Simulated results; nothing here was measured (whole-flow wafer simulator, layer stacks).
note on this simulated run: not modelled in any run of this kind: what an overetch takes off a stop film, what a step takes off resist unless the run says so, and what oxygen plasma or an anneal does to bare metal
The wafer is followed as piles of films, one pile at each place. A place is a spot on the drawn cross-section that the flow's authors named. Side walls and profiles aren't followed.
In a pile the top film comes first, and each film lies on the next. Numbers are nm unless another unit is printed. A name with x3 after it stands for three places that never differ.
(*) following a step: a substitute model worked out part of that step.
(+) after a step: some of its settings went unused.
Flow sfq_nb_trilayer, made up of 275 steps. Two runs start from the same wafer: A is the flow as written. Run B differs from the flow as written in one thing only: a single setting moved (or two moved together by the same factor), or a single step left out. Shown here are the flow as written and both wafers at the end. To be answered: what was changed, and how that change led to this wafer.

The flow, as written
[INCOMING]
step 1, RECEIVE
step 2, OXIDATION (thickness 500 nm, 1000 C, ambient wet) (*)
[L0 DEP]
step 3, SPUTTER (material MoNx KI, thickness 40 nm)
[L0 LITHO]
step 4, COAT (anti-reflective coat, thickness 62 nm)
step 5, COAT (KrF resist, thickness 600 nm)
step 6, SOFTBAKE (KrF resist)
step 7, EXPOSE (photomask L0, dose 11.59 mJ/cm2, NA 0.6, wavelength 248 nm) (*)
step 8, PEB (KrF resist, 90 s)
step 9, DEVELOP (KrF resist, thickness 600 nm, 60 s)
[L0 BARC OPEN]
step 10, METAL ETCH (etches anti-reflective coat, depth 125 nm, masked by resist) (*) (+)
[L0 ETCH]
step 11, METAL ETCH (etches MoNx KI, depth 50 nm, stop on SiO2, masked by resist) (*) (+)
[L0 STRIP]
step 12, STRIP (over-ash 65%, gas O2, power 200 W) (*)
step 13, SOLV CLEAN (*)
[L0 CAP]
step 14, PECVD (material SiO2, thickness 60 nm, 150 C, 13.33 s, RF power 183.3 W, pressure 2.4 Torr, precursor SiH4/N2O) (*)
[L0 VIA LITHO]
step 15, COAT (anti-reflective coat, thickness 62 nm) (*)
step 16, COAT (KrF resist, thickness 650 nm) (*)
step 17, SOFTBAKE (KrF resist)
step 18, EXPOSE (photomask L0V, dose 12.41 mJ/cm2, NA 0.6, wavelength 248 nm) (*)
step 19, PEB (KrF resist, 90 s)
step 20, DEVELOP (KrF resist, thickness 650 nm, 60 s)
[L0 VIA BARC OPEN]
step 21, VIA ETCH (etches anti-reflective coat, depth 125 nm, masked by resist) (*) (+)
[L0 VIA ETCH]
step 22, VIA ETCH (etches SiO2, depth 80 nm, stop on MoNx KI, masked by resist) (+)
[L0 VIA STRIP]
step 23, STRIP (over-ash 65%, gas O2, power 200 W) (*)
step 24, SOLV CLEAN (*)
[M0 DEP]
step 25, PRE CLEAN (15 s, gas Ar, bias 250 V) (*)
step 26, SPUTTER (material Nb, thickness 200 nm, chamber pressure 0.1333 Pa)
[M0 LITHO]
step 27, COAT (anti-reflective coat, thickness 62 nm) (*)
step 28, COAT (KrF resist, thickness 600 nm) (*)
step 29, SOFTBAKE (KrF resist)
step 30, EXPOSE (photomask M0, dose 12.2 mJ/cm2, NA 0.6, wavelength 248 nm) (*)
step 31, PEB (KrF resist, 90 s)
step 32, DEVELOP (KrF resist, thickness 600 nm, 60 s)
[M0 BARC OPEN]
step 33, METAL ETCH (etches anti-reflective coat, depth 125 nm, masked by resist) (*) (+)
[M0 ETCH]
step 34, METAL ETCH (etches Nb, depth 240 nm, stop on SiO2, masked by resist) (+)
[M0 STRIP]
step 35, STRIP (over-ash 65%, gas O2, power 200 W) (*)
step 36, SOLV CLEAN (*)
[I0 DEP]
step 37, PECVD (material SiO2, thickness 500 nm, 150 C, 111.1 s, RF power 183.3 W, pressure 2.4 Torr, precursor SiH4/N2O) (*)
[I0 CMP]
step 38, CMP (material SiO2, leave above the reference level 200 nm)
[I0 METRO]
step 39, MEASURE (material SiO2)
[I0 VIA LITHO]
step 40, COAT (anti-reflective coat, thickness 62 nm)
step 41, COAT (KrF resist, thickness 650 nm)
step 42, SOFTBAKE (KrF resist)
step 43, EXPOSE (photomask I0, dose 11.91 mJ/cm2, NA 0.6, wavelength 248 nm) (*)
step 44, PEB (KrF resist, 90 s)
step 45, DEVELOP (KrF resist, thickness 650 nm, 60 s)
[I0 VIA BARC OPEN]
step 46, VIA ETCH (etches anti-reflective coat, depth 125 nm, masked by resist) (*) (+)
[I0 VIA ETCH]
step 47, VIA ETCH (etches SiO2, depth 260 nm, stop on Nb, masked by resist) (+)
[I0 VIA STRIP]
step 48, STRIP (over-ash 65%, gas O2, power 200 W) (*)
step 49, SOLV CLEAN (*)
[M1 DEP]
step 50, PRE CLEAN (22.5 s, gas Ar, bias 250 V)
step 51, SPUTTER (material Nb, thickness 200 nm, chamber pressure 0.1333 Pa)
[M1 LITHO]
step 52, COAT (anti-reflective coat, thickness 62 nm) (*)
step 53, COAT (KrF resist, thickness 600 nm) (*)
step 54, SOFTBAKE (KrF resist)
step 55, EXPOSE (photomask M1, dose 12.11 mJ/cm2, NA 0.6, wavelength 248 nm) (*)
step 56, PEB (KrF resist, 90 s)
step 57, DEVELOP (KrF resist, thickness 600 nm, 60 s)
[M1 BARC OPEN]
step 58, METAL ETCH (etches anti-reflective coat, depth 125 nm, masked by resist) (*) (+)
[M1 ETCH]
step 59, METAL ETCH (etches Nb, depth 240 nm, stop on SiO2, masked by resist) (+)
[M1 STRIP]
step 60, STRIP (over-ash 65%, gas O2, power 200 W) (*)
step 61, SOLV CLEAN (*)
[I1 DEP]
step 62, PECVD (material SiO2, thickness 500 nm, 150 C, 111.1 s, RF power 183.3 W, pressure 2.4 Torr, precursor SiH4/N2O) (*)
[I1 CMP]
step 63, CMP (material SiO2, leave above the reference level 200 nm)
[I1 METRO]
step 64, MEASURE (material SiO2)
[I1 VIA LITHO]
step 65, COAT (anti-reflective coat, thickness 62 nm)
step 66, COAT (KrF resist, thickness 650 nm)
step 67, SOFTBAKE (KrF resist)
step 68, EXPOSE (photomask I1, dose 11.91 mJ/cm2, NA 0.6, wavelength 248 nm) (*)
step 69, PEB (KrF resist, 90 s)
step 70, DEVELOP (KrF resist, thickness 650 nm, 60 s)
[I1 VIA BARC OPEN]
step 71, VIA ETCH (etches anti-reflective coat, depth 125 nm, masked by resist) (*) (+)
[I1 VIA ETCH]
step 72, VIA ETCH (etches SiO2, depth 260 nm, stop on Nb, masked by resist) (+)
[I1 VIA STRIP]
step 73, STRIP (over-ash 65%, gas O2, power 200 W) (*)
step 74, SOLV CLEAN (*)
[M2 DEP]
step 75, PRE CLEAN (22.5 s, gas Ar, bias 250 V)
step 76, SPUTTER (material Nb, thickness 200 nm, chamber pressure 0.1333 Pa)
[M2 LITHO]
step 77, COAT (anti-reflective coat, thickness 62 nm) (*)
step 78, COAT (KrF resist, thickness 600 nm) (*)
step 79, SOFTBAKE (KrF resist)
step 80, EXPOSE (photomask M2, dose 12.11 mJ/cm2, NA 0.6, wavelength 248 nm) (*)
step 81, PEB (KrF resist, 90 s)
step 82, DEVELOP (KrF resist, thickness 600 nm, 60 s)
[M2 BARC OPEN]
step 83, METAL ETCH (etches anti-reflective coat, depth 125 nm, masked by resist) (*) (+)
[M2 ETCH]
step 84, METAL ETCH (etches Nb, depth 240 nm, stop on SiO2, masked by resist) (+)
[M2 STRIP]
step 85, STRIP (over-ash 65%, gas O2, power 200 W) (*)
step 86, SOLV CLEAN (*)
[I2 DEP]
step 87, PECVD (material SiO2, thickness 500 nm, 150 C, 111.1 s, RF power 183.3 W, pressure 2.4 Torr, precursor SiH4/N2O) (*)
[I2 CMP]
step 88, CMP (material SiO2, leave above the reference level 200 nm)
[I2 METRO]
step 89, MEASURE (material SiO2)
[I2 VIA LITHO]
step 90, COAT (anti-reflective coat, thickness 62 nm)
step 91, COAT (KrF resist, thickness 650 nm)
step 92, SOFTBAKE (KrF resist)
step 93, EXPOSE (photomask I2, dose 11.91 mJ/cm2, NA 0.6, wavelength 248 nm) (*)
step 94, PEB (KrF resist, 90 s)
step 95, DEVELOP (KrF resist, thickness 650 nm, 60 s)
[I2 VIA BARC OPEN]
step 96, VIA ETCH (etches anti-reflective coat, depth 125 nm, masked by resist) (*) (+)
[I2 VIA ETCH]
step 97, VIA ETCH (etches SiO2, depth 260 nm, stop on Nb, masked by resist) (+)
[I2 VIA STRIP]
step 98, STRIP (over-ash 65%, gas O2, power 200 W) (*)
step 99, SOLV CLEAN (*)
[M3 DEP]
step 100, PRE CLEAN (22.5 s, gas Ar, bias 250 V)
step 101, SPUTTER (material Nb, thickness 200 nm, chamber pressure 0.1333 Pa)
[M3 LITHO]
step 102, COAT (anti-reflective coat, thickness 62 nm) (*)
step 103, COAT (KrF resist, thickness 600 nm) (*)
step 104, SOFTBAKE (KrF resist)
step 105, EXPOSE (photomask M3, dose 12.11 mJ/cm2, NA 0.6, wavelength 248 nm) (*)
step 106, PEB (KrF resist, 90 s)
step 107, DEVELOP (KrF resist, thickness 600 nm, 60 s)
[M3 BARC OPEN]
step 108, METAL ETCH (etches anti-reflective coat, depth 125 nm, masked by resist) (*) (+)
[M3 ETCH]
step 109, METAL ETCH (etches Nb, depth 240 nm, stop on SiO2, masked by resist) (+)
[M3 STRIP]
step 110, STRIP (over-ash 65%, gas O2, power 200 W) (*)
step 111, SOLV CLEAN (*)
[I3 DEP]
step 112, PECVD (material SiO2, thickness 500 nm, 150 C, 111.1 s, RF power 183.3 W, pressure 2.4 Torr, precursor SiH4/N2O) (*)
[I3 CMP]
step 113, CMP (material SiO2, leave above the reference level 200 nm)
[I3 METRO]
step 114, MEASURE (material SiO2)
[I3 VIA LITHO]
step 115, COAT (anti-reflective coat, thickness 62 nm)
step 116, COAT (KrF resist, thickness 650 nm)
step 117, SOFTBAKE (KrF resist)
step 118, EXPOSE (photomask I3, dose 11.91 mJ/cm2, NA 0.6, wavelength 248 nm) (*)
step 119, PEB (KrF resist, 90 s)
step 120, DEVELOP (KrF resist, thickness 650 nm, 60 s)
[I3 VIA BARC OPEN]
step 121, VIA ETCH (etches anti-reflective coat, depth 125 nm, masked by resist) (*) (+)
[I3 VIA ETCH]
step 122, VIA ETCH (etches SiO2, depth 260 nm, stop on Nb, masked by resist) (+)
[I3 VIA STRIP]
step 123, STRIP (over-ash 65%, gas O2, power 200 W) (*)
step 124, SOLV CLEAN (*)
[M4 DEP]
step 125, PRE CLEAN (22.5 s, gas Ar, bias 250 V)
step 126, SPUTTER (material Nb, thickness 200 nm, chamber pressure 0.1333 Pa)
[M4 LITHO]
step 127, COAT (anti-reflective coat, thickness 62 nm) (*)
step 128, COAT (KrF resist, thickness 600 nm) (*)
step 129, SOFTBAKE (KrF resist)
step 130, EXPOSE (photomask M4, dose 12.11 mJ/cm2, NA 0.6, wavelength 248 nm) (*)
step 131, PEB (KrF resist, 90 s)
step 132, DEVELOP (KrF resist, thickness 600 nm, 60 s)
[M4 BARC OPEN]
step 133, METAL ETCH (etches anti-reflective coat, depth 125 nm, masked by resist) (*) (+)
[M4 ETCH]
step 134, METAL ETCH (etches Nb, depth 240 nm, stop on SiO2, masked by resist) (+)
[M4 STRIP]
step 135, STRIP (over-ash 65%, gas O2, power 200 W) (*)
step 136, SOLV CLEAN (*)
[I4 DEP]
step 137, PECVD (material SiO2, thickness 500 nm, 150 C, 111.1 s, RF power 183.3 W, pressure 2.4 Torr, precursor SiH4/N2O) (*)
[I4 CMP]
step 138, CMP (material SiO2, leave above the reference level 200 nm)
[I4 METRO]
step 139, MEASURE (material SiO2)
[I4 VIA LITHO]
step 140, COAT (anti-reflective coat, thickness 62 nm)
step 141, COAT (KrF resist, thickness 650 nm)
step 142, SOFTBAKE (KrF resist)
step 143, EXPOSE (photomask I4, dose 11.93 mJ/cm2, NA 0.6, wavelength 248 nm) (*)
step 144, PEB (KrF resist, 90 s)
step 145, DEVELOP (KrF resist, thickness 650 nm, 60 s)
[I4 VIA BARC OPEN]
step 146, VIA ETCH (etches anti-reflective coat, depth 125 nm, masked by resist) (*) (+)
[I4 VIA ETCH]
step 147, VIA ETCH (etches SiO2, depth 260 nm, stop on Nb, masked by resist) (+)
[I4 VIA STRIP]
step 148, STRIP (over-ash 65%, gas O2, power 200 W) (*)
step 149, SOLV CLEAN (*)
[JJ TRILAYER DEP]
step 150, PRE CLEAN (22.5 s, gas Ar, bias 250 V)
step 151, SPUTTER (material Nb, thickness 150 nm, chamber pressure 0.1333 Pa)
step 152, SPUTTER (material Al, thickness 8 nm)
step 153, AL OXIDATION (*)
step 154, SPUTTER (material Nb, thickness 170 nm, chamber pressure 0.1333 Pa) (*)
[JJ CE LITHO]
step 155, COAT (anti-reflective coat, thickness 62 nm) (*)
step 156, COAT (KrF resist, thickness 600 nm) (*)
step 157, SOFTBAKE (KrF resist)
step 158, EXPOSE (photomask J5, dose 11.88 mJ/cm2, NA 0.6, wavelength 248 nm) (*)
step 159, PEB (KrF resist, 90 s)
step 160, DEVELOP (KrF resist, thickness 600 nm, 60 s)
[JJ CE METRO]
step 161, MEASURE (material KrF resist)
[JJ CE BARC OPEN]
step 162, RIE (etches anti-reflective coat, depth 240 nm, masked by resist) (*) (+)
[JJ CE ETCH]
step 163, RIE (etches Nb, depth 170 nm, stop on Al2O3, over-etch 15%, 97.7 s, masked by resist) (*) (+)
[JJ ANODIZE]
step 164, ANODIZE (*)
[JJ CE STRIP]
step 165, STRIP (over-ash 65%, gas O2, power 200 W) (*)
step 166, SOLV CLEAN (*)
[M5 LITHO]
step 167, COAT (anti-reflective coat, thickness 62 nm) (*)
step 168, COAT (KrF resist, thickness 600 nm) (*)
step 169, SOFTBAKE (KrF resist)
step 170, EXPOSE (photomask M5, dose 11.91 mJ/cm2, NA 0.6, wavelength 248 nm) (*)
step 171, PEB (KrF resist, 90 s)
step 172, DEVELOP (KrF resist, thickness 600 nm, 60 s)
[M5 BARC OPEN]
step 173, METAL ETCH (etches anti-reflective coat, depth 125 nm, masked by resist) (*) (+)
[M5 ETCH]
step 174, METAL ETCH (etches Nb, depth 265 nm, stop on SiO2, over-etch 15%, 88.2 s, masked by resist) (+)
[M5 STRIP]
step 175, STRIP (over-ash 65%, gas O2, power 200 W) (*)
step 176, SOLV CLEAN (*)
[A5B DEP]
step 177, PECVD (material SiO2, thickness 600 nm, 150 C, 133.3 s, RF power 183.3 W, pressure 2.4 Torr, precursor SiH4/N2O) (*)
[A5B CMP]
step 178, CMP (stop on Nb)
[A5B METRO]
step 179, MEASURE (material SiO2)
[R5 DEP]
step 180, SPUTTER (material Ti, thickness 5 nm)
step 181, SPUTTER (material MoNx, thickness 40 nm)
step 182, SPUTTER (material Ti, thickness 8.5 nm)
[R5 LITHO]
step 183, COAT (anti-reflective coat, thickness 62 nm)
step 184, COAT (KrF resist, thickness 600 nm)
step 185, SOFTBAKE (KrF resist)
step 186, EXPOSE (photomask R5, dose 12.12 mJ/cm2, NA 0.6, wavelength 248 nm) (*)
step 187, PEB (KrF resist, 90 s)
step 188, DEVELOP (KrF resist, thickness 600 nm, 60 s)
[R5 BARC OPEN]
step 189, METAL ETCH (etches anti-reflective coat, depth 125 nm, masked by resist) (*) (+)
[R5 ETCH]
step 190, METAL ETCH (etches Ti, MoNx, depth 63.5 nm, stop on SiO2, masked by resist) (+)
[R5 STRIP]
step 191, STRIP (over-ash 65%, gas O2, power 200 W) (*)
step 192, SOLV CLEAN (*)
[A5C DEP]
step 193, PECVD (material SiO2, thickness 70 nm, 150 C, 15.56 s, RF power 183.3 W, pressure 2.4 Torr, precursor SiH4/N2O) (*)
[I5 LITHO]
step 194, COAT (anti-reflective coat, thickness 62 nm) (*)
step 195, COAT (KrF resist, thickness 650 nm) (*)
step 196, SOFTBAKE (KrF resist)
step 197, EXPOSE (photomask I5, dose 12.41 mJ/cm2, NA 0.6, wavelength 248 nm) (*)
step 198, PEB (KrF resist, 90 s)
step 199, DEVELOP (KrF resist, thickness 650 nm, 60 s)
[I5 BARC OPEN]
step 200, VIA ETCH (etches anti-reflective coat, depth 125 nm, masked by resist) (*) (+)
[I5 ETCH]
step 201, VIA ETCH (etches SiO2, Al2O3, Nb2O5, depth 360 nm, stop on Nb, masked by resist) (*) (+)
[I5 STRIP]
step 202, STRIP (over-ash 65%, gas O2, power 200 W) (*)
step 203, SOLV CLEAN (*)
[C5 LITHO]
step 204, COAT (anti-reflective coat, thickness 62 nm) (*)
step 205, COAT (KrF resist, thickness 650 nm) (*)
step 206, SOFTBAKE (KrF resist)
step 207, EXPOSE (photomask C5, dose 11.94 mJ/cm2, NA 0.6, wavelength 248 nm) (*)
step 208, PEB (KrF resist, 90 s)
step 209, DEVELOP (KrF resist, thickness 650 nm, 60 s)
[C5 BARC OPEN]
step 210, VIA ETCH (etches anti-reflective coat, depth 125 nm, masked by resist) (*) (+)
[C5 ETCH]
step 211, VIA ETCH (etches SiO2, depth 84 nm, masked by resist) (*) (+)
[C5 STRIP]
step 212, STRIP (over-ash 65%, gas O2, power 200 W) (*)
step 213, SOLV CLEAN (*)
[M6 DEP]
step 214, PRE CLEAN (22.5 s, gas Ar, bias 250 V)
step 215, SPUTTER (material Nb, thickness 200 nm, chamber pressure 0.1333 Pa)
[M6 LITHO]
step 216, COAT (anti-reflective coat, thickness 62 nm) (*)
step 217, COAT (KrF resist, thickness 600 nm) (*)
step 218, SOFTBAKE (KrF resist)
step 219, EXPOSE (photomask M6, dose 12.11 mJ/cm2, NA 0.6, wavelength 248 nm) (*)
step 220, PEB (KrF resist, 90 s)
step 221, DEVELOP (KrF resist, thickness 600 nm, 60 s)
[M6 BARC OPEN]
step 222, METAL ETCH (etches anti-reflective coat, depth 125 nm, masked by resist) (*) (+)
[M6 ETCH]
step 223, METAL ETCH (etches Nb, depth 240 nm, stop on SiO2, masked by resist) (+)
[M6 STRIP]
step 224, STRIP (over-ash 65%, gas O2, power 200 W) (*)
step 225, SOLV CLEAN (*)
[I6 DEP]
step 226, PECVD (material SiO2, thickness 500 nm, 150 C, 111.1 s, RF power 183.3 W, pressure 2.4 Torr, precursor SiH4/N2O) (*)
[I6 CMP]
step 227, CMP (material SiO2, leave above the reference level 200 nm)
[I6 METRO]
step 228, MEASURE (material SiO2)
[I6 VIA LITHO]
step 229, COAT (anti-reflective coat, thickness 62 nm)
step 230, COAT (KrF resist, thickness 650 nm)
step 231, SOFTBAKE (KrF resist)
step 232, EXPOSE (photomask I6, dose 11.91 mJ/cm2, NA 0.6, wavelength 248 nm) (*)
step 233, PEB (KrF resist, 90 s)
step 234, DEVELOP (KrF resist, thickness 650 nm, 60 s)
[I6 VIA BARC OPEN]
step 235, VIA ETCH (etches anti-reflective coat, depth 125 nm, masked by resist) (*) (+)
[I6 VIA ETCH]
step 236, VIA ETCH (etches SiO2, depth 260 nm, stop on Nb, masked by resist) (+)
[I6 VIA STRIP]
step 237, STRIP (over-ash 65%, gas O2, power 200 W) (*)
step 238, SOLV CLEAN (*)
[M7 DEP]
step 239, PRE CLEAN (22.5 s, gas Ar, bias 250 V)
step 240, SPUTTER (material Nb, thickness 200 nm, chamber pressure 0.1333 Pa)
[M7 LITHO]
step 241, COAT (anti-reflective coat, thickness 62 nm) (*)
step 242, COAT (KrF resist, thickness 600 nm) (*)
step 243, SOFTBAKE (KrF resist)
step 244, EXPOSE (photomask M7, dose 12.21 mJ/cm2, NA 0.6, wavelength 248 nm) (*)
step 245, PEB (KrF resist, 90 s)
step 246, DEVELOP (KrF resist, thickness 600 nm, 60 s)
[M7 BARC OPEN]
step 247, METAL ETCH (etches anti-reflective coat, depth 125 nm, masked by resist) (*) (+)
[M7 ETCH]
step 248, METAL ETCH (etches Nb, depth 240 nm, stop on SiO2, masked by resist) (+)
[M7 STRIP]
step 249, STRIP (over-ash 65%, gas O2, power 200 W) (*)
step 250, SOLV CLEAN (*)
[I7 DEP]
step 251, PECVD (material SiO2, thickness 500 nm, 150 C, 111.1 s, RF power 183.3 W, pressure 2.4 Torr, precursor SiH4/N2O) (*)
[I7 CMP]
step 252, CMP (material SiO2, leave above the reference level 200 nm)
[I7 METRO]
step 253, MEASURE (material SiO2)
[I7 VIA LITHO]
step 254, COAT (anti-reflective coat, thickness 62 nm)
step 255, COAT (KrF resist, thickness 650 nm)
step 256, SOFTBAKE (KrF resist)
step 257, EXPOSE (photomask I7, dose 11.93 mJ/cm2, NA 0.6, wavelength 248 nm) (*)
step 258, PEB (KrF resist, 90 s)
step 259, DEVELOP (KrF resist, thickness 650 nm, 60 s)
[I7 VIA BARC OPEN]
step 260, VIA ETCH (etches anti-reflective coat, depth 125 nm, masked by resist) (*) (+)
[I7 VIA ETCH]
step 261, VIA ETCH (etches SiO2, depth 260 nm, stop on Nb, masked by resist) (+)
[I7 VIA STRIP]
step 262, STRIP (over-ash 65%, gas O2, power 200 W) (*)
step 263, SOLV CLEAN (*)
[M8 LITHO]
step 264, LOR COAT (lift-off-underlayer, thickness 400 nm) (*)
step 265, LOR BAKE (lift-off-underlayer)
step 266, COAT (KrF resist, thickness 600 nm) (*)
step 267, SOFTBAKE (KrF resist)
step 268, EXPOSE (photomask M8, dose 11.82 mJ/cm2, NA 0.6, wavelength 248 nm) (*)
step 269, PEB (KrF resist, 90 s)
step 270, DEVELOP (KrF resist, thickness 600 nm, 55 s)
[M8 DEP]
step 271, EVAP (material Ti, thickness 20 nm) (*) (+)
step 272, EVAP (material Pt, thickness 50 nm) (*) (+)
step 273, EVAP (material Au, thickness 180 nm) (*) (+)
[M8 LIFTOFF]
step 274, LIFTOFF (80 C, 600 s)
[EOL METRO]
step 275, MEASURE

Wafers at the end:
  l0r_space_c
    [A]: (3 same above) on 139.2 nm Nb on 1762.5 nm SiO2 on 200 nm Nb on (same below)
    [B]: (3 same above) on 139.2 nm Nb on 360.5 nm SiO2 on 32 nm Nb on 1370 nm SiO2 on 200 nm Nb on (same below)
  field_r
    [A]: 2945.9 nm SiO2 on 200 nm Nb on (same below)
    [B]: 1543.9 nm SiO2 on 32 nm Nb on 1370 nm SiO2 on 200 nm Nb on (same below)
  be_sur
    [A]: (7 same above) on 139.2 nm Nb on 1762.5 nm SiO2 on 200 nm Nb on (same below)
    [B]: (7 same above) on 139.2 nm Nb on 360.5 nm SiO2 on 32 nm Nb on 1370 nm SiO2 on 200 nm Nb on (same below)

The reason: step 134, METAL ETCH: depth 168 nm was run, whereas the flow has depth 240 nm.

The path from the change to this, step by step:
  step 134, METAL ETCH (etches Nb, depth 240 nm, stop on SiO2, masked by resist) (+)
      field_l, be, be_sur and 64 more: A -200 Nb (all of it) | B -168 Nb
      v_sur, via_wl, via_w and 36 more: A -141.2 KrF resist | B -98.8 KrF resist
  step 135, STRIP (over-ash 65%, gas O2, power 200 W) (*)
      p4_fl x3, p4_w1 x9, p4_g1 x2 and 15 more: A -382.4 KrF resist (all of it), -62 anti-reflective coat (all of it) | B -424.7 KrF resist (all of it), -62 anti-reflective coat (all of it)
      ln_m5, lsp_m, ln_m6: A -381.9 KrF resist (all of it), -61.8 anti-reflective coat (all of it) | B -424.3 KrF resist (all of it), -61.8 anti-reflective coat (all of it)
      (and at 7 other places as well)
  step 137, PECVD (material SiO2, thickness 500 nm, 150 C, 111.1 s, RF power 183.3 W, pressure 2.4 Torr, precursor SiH4/N2O) (*)
      field_l, be, be_sur and 55 more: A +500 SiO2 | B +500 SiO2 (new film)
      p3_s0 x6: A +557.1 SiO2 | B +525.1 SiO2 (new film)
      (and at 3 other places as well)
  step 138, CMP (material SiO2, leave above the reference level 200 nm)
      field_l, be, be_sur and 55 more: A -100 SiO2 | B -132 SiO2
      lsp_r, l0_sur, l0v: A -91.9 SiO2 | B -125.2 SiO2
If metal films that touch count as one body, l0r_space_c has 3 bodies (between them, from the top down: SiO2 360.5; SiO2 1370); the flow as written gives 2 bodies (between them, from the top down: SiO2 1762.5).
If metal films that touch count as one body, field_r has 2 bodies (between them, from the top down: SiO2 1370); the flow as written gives 1 body.
If metal films that touch count as one body, be_sur has 5 bodies (between them, from the top down: SiO2 192.5; SiO2 209 / Al2O3 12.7 / Nb2O5 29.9; SiO2 360.5; SiO2 1370); the flow as written gives 4 bodies (between them, from the top down: SiO2 192.5; SiO2 209 / Al2O3 12.7 / Nb2O5 29.9; SiO2 1762.5).
